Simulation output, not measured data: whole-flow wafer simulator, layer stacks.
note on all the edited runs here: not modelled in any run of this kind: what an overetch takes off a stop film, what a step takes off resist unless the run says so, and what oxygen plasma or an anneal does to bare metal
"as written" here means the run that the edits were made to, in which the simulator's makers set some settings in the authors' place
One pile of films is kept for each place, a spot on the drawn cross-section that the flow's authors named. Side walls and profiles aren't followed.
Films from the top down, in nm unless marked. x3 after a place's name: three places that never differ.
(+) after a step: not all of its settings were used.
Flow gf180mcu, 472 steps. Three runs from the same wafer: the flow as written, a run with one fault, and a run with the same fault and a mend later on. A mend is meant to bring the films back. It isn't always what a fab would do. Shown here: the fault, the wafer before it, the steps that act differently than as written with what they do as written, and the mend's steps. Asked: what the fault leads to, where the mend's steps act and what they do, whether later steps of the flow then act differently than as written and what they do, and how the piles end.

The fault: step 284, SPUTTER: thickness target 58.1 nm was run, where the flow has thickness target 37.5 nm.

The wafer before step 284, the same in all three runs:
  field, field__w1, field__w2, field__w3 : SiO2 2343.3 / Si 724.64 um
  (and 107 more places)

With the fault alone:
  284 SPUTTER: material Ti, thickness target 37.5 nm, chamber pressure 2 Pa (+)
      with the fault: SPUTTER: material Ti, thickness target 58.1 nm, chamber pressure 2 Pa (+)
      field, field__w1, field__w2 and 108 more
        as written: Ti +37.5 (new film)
        with the fault: Ti +58.1 (new film)
  Later steps of the flow that act differently than as written:
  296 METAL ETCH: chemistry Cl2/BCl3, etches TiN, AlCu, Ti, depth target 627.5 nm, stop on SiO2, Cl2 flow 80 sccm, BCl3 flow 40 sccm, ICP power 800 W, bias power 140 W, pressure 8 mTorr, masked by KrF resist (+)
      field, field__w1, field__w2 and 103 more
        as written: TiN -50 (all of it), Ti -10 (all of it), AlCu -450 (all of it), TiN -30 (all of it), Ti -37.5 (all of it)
        with the fault: TiN -50 (all of it), Ti -10 (all of it), AlCu -450 (all of it), TiN -30 (all of it), Ti -58.1 (all of it)
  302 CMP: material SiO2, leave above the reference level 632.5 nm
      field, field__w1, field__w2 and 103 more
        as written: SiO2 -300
        with the fault: SiO2 -279.4
  At the end the piles differ from the flow's by more than 2% or 0.5 nm, whichever is larger, at field__w8, contact, m1, m1__w1, m1_nw.
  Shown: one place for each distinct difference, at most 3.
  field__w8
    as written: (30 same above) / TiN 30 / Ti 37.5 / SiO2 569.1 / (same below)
    with the fault: (30 same above) / TiN 30 / Ti 58.1 / SiO2 569.1 / (same below)
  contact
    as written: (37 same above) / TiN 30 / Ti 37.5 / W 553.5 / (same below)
    with the fault: (37 same above) / TiN 30 / Ti 58.1 / W 553.5 / (same below)

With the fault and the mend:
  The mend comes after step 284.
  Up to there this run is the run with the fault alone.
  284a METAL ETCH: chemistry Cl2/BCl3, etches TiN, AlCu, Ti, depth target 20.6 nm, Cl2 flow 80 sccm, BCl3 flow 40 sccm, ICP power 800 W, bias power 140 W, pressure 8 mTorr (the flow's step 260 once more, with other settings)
      field, field__w1, field__w2 and 108 more
        Ti -20.6
  No later step of the flow acts differently than as written at any place that is followed.
  At the end the piles are the same as the flow's at every place that both follow.
